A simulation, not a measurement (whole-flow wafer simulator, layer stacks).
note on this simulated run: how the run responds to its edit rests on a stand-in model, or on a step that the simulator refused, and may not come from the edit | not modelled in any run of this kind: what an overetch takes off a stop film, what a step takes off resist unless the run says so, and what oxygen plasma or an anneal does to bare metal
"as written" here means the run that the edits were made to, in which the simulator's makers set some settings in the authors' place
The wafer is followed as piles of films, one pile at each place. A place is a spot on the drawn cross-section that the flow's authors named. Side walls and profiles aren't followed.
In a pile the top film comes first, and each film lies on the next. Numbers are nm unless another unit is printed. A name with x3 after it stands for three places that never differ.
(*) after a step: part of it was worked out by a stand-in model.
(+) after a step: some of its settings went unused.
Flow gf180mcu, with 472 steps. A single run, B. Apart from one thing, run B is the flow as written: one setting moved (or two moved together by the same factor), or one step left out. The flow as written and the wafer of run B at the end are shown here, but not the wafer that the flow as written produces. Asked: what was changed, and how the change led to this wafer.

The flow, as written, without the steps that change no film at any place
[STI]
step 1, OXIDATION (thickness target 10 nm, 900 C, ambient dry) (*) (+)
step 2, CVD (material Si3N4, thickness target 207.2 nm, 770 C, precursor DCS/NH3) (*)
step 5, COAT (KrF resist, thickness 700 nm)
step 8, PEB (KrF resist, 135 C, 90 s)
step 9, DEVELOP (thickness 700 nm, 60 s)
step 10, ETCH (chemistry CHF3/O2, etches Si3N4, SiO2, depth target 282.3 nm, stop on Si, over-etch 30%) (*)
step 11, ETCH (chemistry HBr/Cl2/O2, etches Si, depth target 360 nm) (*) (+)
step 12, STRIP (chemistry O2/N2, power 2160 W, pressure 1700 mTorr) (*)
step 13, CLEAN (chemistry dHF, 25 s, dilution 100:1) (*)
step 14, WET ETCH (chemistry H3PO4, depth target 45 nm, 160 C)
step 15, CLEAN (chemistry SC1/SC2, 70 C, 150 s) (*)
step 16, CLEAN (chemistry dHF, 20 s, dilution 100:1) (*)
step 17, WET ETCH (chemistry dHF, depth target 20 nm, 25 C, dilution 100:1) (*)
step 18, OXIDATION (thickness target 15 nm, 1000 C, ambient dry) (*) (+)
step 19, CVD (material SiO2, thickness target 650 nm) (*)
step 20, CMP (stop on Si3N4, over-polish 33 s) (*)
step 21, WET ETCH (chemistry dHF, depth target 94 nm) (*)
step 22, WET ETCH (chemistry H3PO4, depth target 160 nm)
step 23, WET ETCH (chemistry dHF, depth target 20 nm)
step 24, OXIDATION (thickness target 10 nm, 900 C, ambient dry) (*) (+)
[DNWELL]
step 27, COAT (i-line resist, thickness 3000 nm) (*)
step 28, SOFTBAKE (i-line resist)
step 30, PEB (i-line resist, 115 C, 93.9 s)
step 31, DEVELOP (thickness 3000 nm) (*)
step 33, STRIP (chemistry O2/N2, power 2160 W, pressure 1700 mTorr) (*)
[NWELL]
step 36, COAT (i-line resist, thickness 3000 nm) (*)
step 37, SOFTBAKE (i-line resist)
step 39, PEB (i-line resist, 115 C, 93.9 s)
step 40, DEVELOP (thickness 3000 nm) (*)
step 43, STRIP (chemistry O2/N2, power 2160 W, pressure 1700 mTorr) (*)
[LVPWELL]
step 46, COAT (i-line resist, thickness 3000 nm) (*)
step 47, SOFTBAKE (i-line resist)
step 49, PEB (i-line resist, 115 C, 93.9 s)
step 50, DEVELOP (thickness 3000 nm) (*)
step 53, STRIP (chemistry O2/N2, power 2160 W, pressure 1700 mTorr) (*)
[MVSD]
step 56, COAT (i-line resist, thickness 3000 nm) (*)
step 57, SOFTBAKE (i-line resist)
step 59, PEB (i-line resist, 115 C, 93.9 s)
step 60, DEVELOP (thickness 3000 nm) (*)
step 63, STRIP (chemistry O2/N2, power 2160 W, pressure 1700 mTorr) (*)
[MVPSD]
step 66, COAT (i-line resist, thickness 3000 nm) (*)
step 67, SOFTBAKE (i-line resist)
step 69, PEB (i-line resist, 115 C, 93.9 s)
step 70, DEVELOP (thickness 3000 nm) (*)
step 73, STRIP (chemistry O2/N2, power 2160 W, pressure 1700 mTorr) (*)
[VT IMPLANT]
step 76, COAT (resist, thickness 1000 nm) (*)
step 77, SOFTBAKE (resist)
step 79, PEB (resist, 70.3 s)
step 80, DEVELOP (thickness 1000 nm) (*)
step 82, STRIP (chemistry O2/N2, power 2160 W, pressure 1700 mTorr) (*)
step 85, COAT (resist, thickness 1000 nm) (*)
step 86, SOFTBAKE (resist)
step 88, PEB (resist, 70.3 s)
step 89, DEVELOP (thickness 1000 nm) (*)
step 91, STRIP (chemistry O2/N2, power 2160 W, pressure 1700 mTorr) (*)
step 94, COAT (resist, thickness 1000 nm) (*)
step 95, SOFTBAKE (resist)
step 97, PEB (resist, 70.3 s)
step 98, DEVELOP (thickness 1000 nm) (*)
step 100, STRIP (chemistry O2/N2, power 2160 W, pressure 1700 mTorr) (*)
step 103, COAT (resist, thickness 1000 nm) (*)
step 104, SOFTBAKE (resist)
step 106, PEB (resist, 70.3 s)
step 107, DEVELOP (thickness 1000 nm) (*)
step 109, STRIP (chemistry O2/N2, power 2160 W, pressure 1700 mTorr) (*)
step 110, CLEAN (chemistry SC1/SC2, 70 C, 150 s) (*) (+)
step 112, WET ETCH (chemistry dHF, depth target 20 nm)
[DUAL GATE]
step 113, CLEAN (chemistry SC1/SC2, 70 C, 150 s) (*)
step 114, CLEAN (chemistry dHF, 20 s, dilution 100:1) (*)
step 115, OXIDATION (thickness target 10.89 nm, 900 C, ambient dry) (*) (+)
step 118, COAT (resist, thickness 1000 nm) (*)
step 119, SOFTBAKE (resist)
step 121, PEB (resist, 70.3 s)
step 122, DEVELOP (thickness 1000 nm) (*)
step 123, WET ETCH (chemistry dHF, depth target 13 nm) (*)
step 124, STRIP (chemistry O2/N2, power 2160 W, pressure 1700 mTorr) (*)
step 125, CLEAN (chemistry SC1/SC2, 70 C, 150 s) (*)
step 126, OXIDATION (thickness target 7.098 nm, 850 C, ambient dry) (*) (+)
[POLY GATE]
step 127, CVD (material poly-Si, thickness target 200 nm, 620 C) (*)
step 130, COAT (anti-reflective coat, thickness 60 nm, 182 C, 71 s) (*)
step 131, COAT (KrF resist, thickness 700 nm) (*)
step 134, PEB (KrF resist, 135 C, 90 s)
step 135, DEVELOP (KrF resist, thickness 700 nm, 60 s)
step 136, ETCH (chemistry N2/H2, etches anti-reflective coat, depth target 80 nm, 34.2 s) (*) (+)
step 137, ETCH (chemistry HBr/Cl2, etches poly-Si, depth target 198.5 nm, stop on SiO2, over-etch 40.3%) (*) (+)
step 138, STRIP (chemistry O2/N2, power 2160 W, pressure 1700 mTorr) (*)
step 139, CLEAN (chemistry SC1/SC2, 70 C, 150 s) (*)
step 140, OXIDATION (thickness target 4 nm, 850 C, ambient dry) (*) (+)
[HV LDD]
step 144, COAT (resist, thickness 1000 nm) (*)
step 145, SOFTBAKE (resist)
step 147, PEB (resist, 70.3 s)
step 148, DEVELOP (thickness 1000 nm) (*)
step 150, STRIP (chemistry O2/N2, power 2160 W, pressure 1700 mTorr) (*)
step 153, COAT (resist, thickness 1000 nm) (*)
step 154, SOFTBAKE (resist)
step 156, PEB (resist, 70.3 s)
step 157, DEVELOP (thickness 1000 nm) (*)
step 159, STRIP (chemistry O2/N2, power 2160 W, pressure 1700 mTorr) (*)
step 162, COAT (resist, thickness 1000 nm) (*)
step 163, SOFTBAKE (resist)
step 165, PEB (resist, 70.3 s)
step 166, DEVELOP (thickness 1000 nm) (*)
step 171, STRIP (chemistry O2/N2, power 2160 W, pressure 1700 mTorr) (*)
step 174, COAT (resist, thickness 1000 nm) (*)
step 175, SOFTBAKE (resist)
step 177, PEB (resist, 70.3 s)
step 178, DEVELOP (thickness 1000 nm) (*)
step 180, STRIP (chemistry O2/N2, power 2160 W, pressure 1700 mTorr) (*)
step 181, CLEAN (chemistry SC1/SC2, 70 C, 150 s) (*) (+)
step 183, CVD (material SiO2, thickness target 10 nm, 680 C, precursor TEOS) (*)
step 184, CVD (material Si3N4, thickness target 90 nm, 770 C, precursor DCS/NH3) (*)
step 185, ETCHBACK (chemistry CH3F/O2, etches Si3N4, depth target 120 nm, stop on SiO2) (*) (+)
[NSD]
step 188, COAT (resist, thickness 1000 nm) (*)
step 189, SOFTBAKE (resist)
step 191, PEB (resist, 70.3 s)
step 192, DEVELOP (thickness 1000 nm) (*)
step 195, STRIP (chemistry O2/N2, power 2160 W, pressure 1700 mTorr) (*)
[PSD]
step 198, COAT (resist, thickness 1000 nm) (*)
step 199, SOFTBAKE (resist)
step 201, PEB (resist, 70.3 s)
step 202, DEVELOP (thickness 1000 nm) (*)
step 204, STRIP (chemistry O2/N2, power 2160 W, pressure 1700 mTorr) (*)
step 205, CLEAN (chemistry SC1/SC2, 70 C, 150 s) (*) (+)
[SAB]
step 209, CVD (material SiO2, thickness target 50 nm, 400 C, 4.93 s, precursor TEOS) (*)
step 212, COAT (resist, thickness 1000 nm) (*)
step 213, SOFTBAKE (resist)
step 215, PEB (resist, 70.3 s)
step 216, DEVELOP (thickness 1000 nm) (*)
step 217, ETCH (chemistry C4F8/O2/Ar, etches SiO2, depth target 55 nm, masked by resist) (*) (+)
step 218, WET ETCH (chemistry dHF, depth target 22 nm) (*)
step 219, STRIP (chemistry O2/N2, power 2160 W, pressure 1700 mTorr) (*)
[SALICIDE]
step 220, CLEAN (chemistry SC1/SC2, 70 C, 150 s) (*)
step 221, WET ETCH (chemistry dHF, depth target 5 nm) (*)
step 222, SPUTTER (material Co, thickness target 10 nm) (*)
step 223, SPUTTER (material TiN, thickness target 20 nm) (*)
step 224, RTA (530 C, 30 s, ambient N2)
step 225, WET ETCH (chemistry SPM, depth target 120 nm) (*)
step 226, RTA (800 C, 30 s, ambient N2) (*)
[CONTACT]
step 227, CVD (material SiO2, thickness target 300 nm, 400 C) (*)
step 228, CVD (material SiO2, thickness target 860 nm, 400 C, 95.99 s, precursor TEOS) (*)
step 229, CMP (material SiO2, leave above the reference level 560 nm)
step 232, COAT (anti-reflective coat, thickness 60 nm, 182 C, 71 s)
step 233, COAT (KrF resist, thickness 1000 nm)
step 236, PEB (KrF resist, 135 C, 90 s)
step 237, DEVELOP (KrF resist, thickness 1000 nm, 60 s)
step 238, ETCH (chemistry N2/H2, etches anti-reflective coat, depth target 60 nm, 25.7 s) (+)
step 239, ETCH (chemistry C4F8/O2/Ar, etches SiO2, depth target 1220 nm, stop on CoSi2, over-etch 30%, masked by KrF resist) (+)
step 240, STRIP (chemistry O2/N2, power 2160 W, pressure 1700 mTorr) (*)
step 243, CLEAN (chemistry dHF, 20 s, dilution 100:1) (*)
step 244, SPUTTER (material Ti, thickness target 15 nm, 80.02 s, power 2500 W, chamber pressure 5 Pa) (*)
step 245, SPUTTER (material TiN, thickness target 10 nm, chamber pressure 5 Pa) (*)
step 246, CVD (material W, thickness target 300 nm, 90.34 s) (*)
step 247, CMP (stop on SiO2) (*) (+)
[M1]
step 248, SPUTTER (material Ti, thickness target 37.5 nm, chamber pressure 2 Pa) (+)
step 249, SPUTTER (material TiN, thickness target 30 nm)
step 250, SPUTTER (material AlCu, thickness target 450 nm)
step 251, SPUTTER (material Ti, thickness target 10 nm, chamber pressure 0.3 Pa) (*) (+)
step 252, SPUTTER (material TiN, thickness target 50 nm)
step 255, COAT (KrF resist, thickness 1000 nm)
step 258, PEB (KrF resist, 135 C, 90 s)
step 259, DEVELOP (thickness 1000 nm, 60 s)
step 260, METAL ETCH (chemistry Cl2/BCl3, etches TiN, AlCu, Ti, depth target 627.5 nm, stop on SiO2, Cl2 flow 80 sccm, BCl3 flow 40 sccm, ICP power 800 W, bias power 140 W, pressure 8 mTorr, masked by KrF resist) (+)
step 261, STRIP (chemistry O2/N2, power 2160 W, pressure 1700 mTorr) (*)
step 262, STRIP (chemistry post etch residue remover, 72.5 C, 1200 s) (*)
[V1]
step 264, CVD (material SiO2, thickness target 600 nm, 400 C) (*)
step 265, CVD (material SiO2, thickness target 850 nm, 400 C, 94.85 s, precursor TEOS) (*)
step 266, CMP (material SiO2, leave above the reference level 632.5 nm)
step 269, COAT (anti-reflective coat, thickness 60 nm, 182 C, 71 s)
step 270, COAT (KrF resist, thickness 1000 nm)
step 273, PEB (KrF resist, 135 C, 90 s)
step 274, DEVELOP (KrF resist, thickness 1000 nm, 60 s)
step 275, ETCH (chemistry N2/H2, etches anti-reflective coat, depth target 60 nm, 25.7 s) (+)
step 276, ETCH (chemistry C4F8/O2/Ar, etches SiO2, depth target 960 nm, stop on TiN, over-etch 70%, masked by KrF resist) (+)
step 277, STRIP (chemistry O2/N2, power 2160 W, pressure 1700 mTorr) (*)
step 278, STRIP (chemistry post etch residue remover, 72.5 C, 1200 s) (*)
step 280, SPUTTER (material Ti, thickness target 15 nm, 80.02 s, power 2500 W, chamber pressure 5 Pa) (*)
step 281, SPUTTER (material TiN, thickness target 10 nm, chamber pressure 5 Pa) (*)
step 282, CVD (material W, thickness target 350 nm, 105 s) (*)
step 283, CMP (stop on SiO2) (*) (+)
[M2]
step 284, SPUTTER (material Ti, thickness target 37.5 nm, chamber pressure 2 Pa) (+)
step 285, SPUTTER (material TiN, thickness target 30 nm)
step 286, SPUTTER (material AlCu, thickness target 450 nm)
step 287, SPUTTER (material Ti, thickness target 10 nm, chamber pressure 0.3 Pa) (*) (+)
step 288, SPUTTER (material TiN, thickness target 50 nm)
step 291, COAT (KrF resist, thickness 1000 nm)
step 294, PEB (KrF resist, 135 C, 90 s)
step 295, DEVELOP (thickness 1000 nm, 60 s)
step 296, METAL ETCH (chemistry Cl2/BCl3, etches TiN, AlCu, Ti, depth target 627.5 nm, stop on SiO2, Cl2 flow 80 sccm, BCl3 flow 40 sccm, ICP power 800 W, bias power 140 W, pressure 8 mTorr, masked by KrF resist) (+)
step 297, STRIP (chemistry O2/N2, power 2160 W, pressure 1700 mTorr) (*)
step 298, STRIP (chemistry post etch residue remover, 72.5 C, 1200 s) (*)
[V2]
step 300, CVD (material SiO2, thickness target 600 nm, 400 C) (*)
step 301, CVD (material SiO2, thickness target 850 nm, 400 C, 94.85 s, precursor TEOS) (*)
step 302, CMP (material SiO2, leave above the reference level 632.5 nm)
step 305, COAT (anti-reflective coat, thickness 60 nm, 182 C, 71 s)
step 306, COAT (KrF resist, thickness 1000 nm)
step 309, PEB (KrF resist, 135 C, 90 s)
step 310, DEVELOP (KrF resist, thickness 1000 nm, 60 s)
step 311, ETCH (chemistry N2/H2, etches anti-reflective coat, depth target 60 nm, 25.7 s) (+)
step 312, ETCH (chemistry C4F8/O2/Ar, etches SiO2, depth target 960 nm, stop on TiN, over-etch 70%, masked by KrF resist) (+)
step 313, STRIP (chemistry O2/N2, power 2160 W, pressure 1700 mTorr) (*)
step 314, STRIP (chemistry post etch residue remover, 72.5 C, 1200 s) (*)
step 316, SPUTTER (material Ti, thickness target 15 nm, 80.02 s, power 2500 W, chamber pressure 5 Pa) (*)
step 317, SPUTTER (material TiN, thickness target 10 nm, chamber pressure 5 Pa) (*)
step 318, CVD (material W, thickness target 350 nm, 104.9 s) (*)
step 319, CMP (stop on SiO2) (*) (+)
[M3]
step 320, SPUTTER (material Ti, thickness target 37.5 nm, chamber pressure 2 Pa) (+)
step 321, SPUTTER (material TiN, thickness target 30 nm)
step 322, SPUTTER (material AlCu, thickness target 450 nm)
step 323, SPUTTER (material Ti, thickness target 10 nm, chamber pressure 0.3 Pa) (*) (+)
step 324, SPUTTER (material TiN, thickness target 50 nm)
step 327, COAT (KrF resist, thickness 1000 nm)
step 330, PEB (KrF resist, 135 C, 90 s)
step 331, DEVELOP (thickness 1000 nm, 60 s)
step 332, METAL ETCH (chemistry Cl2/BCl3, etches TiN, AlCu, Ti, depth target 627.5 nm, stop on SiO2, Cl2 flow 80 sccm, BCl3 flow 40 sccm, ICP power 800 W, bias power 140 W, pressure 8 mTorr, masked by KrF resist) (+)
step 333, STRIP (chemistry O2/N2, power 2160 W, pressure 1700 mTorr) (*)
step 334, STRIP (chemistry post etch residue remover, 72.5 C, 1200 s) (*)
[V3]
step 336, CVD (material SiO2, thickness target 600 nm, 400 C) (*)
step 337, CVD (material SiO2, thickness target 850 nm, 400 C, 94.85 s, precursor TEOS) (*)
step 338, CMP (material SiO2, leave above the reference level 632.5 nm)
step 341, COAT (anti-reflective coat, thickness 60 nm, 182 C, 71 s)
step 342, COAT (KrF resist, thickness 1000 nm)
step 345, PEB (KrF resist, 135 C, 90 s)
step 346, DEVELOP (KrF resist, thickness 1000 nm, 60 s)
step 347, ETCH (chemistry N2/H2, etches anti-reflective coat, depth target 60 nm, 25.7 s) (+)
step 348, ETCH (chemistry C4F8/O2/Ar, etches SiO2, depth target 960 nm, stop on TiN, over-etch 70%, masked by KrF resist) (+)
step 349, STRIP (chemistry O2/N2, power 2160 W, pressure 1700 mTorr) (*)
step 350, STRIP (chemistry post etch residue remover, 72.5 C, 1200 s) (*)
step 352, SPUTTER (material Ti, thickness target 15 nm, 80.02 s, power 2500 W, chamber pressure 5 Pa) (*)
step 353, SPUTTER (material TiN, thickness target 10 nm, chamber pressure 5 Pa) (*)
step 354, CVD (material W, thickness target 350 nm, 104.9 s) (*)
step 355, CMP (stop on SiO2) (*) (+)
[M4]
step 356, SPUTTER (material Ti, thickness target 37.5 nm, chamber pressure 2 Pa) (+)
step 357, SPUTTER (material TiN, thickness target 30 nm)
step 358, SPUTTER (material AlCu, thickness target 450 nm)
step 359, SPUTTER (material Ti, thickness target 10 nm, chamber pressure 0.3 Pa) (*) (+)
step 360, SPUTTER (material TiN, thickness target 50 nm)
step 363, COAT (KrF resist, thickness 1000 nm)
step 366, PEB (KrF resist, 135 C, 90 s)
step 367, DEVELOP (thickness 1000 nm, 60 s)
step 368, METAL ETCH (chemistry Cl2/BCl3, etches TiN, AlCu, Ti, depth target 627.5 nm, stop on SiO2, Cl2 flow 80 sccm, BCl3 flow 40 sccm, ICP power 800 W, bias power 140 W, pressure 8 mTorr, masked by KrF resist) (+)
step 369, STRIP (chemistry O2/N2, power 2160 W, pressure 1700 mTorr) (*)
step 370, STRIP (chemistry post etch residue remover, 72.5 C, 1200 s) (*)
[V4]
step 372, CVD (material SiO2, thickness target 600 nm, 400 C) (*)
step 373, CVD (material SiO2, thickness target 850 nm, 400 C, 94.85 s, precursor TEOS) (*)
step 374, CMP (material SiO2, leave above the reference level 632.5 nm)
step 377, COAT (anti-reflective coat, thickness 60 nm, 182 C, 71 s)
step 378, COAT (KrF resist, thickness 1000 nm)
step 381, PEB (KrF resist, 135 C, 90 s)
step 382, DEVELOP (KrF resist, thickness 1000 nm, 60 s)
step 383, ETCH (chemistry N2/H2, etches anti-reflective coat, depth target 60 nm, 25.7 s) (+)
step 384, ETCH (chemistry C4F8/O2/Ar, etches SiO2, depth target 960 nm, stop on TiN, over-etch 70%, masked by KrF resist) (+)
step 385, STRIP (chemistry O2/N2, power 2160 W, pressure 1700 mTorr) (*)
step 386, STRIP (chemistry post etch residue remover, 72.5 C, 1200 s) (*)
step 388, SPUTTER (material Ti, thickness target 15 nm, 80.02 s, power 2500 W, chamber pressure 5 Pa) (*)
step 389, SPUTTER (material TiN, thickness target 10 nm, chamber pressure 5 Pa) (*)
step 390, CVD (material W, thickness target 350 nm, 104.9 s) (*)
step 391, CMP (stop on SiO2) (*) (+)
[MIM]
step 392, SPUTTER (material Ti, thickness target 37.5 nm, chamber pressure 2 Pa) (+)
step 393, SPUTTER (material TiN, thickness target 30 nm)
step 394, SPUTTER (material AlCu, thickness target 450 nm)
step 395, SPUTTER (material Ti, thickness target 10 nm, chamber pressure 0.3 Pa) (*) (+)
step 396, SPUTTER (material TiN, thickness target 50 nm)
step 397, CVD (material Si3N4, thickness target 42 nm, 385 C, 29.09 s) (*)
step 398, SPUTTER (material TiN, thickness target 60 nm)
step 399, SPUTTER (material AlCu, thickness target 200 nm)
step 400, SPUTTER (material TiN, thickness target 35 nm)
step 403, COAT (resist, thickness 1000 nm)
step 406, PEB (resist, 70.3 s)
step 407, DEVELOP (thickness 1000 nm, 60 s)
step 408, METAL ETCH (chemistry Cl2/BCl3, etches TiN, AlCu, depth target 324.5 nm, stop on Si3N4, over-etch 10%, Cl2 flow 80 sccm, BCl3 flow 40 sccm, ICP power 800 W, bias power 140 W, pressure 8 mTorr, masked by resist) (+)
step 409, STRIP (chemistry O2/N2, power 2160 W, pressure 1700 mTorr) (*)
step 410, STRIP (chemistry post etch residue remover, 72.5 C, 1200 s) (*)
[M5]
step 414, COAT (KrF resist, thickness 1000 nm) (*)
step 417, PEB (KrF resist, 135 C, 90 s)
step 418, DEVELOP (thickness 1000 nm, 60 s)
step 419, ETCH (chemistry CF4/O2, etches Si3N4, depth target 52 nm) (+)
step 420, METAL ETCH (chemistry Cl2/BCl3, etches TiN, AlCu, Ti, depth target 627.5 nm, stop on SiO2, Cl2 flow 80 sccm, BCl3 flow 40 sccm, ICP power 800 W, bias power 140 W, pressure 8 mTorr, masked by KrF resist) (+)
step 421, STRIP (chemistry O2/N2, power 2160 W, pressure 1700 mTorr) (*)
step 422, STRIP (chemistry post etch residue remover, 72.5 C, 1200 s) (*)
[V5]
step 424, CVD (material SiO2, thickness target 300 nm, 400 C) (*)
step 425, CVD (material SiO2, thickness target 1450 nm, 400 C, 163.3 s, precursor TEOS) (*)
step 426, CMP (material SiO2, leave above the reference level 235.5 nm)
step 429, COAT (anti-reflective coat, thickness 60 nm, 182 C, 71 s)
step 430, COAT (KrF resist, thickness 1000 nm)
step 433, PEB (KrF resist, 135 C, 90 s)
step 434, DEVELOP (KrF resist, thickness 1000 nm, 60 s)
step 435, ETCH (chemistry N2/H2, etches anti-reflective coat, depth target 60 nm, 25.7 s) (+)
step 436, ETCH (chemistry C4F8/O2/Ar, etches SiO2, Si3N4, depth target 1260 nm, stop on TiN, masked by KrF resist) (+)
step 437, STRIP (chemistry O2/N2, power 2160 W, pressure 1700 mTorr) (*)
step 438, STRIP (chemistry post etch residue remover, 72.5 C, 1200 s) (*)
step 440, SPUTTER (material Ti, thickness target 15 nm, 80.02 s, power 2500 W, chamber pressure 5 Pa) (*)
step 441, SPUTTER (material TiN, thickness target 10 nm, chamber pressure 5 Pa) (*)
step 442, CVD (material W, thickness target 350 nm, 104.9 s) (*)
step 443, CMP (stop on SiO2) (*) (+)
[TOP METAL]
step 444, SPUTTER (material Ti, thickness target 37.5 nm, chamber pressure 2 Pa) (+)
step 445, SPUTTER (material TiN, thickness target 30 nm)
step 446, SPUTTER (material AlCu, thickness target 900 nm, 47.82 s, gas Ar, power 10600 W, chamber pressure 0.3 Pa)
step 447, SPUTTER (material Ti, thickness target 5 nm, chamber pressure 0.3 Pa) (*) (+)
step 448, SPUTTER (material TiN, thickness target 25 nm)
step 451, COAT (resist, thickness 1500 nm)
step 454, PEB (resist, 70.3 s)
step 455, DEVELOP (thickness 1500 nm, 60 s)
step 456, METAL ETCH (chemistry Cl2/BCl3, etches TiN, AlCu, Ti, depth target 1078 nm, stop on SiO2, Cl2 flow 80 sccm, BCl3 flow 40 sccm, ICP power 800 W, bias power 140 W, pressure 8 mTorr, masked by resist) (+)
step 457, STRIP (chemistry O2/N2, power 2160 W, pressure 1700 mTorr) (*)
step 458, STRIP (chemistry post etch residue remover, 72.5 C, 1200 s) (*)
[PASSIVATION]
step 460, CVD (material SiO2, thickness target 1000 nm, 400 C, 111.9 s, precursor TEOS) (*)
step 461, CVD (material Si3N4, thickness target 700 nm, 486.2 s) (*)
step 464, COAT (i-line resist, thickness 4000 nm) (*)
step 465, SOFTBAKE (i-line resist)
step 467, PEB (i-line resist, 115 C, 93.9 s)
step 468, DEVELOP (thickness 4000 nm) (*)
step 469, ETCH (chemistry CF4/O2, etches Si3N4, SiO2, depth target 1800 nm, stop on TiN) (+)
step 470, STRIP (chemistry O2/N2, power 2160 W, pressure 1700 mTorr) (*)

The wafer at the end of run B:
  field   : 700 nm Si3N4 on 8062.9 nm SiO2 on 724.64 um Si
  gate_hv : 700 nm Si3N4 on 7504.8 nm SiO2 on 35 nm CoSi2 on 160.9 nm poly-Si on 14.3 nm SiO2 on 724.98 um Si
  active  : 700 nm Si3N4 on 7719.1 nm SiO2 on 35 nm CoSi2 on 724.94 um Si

Cause: step 374, CMP: leave above the reference level 468.1 nm was run, though the flow has leave above the reference level 632.5 nm.

The path from the change to this, step by step:
  step 374, CMP (material SiO2, leave above the reference level 632.5 nm)
      field, field__w1, field__w2 and 103 more: SiO2 loses 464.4 (it would be, as written: SiO2 loses 300)
      field__w8, contact, m1, m1__w1, m1_nw: SiO2 loses 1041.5 (it would be, as written: SiO2 loses 877.1)
  step 384, ETCH (chemistry C4F8/O2/Ar, etches SiO2, depth target 960 nm, stop on TiN, over-etch 70%, masked by KrF resist) (+)
      field, field__w1, field__w2 and 107 more: KrF resist loses 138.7 (it would be, as written: KrF resist loses 192)
      contact: SiO2 loses 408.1 (all of it) (it would be, as written: SiO2 loses 572.5 (all of it))
  step 385, STRIP (chemistry O2/N2, power 2160 W, pressure 1700 mTorr) (*)
      field, field__w1, field__w2 and 107 more: KrF resist loses 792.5 (all of it), anti-reflective coat loses 60 (all of it) (it would be, as written: KrF resist loses 739.2 (all of it), anti-reflective coat loses 60 (all of it))
  step 388, SPUTTER (material Ti, thickness target 15 nm, 80.02 s, power 2500 W, chamber pressure 5 Pa) (*)
      contact: Ti gains 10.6 (new film) (it would be, as written: Ti gains 9.65 (new film))
  step 389, SPUTTER (material TiN, thickness target 10 nm, chamber pressure 5 Pa) (*)
      contact: TiN gains 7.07 (new film) (it would be, as written: TiN gains 6.4 (new film))
  step 390, CVD (material W, thickness target 350 nm, 104.9 s) (*)
      contact: W gains 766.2 (new film) (it would be, as written: W gains 932.3 (new film))
